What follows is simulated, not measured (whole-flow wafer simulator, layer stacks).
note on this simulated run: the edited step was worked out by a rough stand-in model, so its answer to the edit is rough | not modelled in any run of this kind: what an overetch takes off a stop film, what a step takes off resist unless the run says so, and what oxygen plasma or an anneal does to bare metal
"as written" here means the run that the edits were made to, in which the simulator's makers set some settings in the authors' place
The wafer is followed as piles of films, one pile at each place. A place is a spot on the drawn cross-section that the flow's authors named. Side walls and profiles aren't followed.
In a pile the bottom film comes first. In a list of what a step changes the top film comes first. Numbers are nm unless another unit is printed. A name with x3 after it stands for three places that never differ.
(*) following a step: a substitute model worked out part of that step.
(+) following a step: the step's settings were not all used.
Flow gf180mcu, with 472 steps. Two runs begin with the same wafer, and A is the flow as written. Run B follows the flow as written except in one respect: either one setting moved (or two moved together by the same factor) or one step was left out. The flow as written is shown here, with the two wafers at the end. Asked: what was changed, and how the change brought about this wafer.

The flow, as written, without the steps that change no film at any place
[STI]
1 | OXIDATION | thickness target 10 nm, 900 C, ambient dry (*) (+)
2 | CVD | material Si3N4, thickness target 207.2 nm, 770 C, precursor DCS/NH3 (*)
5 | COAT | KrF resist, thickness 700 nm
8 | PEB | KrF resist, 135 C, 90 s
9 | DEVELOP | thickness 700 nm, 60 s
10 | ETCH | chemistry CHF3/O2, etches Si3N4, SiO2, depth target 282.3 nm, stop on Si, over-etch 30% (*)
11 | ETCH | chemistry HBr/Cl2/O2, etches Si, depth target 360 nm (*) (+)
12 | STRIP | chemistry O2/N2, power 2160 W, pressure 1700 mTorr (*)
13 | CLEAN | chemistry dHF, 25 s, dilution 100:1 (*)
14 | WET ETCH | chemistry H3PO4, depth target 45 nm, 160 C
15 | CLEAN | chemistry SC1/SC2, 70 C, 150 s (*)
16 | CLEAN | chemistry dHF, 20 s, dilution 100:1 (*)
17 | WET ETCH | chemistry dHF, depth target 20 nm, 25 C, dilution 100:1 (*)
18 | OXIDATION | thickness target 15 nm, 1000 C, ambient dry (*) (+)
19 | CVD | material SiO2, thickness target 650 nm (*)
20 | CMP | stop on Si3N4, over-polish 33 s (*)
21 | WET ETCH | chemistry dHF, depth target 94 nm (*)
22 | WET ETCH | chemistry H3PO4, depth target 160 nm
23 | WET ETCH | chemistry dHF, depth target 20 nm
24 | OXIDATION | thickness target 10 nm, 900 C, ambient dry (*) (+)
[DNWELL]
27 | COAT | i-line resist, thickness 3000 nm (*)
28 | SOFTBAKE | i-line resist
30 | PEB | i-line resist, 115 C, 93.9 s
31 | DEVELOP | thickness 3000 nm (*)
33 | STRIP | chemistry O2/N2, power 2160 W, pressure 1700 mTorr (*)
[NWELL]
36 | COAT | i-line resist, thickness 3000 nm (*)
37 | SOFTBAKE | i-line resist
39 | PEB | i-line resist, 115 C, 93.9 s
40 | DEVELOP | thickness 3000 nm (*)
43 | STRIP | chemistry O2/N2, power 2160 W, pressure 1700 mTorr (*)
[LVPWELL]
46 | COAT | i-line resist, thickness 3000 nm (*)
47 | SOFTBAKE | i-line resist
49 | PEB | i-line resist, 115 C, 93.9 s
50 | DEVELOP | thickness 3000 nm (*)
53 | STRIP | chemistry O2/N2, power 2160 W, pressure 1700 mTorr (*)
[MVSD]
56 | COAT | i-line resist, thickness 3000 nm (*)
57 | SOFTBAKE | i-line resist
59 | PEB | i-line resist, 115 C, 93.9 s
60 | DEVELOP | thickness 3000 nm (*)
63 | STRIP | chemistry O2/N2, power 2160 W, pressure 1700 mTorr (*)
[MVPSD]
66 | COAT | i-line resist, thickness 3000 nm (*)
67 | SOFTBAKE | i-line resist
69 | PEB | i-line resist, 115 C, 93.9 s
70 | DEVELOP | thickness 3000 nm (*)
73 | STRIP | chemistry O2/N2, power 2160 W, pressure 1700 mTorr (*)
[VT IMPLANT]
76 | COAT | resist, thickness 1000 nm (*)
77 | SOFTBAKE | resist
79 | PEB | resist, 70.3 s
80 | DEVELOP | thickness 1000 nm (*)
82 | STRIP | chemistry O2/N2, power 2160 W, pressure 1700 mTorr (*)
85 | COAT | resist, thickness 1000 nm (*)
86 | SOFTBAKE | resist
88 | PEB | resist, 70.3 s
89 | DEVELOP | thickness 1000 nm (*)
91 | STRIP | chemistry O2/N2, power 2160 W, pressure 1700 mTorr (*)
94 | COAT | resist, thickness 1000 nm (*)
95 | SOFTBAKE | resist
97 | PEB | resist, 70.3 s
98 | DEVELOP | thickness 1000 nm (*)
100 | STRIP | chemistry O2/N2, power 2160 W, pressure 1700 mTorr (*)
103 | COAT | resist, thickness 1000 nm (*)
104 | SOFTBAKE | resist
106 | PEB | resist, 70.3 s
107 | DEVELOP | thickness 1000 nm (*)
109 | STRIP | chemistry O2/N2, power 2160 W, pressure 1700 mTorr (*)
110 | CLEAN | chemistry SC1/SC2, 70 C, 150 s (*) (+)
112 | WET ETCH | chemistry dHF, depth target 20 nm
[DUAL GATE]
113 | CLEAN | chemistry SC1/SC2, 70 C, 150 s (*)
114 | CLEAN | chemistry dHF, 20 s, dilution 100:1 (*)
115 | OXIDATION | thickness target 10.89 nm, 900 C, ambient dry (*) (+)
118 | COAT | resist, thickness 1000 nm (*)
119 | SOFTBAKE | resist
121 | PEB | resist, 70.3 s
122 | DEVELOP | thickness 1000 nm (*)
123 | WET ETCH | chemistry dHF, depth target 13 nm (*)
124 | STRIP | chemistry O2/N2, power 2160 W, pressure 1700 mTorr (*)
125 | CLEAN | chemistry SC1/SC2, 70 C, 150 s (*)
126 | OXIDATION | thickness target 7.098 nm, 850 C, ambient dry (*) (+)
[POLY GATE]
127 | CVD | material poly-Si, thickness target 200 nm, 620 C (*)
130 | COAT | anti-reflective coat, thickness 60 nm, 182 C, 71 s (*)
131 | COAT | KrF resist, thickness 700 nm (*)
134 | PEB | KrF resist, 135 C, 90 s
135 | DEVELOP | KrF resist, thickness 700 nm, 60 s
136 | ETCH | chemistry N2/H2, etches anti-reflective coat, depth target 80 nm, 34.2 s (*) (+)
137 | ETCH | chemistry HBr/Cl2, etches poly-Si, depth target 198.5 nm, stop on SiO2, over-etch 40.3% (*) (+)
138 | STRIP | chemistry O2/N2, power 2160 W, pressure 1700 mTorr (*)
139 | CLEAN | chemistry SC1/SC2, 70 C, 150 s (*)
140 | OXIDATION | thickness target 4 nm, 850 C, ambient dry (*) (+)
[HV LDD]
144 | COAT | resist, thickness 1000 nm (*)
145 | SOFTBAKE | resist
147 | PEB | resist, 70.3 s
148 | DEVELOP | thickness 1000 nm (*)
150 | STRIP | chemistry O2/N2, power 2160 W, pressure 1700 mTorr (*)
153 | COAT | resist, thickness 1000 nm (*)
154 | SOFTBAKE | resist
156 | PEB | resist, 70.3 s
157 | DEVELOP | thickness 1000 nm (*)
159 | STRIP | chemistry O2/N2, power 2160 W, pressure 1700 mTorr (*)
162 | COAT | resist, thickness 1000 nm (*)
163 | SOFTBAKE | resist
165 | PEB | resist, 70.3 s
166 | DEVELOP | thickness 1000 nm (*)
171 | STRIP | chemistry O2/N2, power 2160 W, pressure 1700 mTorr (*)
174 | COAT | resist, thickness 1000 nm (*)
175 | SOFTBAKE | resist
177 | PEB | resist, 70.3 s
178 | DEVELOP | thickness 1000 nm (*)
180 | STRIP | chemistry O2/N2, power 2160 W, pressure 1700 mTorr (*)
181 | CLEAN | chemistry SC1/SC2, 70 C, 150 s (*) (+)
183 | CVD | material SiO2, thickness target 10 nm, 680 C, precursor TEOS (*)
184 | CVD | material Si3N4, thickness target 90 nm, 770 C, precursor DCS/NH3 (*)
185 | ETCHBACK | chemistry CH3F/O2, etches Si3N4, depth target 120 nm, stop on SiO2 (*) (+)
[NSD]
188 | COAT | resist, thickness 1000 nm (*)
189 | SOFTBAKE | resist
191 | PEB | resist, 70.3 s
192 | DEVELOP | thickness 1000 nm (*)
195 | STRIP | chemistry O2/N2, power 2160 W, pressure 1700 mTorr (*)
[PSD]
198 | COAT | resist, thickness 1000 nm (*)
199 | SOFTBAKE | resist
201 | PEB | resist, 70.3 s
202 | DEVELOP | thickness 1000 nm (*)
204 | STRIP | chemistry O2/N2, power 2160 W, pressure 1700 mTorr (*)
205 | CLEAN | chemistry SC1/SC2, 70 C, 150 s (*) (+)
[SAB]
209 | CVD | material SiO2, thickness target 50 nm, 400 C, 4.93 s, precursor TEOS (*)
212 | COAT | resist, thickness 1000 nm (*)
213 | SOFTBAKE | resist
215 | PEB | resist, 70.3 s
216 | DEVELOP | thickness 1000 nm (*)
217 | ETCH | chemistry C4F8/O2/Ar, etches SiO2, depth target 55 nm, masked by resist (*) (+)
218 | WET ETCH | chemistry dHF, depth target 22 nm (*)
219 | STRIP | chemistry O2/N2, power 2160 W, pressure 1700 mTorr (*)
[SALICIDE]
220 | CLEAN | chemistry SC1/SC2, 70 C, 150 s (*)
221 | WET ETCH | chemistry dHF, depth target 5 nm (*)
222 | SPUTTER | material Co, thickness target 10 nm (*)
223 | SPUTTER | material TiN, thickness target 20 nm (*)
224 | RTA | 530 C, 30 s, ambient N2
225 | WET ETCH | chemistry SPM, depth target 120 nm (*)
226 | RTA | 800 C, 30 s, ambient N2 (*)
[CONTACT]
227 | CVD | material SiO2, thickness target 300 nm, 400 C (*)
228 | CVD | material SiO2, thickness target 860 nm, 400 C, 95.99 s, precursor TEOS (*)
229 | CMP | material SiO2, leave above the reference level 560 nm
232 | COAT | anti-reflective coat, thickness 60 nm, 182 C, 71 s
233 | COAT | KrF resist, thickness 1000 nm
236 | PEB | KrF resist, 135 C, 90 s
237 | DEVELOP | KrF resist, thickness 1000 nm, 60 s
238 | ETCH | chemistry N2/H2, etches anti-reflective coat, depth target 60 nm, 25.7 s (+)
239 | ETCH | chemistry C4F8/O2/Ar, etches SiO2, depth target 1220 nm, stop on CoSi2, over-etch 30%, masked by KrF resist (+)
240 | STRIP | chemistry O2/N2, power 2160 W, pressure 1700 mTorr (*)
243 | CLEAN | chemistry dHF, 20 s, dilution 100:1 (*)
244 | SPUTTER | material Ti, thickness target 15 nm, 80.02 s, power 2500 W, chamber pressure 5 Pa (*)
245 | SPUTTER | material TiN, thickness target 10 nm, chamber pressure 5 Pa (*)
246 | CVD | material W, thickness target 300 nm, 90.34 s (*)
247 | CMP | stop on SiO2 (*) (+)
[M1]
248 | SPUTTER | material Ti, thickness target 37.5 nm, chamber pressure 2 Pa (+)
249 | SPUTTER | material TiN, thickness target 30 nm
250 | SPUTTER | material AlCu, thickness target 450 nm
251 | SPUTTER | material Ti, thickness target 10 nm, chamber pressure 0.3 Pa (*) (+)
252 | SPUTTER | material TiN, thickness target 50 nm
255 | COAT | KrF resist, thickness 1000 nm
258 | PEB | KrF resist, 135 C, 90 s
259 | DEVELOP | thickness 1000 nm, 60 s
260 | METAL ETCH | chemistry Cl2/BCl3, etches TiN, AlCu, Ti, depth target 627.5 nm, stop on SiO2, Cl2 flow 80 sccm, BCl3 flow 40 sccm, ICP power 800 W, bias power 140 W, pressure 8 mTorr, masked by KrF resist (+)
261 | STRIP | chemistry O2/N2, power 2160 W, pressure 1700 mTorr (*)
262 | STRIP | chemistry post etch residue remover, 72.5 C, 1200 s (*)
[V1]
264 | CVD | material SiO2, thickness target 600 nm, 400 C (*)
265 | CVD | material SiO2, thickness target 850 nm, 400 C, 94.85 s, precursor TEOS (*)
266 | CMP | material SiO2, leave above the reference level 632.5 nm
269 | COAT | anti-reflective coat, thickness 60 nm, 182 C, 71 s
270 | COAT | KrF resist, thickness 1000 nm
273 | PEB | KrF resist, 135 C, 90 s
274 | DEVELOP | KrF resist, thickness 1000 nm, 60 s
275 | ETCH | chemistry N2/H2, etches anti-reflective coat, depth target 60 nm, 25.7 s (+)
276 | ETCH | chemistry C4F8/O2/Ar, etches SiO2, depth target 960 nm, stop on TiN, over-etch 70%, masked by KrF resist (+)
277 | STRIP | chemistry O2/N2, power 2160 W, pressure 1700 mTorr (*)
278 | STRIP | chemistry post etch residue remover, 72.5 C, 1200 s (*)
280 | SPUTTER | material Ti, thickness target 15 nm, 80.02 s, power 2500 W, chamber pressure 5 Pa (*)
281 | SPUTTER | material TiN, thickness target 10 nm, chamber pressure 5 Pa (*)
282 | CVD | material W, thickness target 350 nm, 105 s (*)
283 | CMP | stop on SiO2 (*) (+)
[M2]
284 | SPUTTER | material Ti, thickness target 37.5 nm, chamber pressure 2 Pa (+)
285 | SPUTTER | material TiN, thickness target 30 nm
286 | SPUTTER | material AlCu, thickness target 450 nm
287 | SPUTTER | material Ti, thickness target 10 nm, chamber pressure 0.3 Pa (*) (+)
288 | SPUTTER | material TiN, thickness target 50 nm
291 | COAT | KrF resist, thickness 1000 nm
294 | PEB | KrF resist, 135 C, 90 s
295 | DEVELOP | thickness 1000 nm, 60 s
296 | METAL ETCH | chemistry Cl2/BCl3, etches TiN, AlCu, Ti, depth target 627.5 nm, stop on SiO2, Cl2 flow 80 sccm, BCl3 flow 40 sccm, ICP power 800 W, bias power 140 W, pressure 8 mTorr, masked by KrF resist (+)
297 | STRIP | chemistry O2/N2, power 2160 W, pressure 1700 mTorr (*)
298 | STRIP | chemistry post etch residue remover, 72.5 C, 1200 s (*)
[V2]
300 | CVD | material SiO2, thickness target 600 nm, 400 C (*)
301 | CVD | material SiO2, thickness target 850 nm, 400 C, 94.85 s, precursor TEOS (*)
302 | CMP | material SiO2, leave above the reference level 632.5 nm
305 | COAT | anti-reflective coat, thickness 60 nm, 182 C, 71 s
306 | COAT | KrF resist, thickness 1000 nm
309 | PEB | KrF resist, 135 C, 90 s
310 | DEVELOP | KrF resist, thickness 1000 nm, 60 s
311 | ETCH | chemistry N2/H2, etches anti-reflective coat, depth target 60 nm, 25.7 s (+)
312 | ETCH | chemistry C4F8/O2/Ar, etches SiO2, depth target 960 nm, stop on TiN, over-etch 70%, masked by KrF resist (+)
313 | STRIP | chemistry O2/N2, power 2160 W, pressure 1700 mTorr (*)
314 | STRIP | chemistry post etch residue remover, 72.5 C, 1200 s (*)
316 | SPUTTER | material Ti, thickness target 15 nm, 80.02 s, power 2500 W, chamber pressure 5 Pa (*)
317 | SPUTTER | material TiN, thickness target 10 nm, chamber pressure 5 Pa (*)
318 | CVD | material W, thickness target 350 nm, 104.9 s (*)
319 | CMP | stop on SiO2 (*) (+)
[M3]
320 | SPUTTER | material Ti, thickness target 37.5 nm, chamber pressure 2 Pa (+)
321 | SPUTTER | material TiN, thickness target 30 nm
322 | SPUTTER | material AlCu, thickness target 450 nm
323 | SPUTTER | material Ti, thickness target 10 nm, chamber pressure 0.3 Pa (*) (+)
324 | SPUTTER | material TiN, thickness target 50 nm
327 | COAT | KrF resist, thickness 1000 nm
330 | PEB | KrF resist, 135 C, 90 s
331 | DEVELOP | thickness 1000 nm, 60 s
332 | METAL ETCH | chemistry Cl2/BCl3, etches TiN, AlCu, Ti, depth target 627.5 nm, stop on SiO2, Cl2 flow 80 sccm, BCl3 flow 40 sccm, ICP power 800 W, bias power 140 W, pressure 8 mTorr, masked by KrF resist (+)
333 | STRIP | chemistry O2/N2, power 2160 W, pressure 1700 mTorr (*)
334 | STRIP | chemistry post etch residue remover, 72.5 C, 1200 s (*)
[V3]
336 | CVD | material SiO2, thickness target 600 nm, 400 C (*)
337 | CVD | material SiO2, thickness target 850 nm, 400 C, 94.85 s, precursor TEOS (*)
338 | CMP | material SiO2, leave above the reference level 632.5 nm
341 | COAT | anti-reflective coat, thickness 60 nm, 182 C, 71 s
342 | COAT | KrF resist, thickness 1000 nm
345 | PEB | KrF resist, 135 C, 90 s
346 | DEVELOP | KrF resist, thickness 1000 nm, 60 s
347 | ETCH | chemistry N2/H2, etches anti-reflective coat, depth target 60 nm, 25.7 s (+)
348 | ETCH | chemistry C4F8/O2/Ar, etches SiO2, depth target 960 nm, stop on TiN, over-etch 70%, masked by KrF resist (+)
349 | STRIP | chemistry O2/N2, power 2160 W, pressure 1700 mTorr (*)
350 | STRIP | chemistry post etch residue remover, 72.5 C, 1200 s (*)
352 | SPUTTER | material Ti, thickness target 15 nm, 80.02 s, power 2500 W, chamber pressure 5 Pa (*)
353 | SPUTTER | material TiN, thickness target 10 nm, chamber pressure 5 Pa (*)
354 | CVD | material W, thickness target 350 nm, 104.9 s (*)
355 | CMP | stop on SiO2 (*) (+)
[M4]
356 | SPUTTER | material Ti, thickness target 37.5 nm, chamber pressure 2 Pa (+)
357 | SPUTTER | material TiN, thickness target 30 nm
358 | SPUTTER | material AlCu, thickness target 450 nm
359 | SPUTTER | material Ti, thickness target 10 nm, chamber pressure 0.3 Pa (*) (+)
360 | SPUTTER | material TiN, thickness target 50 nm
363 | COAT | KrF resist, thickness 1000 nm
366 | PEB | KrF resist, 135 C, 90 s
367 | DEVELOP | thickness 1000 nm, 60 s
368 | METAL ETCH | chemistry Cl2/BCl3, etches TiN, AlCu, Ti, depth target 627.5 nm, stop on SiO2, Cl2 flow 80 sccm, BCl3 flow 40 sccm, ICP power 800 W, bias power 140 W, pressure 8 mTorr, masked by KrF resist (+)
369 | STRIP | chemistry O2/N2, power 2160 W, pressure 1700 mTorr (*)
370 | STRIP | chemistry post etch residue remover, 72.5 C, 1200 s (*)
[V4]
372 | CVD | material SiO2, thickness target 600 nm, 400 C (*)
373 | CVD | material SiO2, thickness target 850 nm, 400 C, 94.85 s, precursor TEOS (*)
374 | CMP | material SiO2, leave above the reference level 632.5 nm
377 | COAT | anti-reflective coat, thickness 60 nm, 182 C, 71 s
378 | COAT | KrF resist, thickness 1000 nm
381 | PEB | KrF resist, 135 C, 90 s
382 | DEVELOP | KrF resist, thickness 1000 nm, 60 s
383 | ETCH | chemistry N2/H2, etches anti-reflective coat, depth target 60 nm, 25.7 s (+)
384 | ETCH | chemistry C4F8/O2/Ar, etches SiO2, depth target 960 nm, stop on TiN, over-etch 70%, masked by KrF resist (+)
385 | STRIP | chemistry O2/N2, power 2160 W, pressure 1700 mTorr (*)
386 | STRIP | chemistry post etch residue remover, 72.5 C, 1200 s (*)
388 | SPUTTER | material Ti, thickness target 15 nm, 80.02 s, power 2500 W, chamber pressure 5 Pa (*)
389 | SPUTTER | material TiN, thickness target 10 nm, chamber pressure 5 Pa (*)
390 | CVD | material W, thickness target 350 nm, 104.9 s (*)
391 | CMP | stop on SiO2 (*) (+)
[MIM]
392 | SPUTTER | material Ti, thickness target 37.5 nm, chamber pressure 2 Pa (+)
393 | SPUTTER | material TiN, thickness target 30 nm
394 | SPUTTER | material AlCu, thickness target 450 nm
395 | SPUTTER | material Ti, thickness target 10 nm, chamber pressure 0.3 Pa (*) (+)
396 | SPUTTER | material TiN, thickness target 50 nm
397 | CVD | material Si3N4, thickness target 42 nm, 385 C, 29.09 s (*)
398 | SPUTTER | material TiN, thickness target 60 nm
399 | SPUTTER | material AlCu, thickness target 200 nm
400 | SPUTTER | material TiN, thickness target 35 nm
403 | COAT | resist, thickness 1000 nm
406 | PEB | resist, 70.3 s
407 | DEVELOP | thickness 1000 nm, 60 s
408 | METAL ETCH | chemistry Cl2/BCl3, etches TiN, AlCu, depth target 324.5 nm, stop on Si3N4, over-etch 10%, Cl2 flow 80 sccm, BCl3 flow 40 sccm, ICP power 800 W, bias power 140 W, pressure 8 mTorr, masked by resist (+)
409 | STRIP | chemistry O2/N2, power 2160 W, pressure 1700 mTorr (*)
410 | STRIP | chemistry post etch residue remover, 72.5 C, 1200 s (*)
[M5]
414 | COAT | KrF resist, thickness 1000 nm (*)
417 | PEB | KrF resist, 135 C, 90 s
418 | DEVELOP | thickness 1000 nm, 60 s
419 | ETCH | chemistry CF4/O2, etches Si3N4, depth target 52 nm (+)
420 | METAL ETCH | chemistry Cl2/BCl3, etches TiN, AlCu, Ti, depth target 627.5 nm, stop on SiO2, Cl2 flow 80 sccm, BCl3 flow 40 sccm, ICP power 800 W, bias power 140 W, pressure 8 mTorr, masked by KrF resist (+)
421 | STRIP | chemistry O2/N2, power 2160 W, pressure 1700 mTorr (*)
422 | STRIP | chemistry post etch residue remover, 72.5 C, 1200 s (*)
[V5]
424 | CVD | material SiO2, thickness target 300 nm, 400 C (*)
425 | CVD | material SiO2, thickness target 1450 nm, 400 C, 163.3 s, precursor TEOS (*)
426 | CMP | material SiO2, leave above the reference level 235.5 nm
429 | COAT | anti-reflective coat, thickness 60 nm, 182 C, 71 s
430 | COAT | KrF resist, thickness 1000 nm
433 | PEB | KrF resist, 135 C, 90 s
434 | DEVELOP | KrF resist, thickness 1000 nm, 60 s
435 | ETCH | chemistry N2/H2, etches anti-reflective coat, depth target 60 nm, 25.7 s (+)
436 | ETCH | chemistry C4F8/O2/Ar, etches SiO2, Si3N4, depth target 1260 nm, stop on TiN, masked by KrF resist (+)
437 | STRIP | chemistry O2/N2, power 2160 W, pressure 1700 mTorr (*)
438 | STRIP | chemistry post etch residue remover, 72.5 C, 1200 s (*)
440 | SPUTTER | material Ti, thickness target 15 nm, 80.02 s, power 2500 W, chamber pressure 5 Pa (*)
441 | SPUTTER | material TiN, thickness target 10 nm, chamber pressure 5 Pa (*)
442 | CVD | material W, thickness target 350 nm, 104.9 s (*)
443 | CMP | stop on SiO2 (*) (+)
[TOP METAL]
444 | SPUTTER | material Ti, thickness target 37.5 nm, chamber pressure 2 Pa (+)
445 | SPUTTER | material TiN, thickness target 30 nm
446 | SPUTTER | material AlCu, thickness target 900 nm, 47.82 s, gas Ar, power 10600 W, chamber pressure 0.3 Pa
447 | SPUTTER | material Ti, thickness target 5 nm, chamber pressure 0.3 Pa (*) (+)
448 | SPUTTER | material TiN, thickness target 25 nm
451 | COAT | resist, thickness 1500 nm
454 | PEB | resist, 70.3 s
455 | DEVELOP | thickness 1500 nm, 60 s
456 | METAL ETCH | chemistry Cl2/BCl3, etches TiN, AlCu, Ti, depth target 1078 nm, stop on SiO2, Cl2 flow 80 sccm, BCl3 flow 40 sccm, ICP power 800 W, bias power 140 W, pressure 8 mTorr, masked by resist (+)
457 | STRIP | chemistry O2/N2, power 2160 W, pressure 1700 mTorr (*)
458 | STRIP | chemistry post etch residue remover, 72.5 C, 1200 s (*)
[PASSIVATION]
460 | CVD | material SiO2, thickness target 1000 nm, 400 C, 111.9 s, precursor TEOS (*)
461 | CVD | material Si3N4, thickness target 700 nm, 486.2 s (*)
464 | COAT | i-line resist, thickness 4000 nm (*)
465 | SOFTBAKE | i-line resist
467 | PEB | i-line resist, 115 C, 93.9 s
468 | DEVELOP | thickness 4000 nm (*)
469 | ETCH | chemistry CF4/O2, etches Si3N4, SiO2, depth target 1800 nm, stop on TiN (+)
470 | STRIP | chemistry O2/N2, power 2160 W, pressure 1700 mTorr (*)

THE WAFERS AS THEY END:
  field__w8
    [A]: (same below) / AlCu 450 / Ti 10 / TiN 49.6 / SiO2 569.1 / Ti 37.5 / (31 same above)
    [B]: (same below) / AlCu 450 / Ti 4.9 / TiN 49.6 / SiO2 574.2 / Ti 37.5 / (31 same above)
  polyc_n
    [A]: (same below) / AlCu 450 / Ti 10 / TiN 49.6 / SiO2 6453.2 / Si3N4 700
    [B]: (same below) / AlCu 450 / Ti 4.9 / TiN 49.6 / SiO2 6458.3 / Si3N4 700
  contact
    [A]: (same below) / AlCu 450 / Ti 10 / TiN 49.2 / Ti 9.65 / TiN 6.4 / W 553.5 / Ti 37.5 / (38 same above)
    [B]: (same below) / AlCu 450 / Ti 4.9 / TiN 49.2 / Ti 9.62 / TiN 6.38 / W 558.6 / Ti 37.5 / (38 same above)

What caused this: step 251, SPUTTER: thickness target 4.9 nm was run, while the flow as written has thickness target 10 nm.
One can read it off the wafer: field__w8 has Ti 4.9, and step 251 as written asks for 10 nm.

How this came from the change, step by step:
  251 | SPUTTER | material Ti, thickness target 10 nm, chamber pressure 0.3 Pa (*) (+)
      field, field__w1, field__w2 and 108 more: A Ti gains 10 (new film) | B Ti gains 4.9 (new film)
  260 | METAL ETCH | chemistry Cl2/BCl3, etches TiN, AlCu, Ti, depth target 627.5 nm, stop on SiO2, Cl2 flow 80 sccm, BCl3 flow 40 sccm, ICP power 800 W, bias power 140 W, pressure 8 mTorr, masked by KrF resist (+)
      field, field__w1, field__w2 and 99 more: A TiN loses 50 (all of it), Ti loses 10 (all of it), AlCu loses 450 (all of it), TiN loses 30 (all of it), Ti loses 37.5 (all of it) | B TiN loses 50 (all of it), Ti loses 4.9 (all of it), AlCu loses 450 (all of it), TiN loses 30 (all of it), Ti loses 37.5 (all of it)
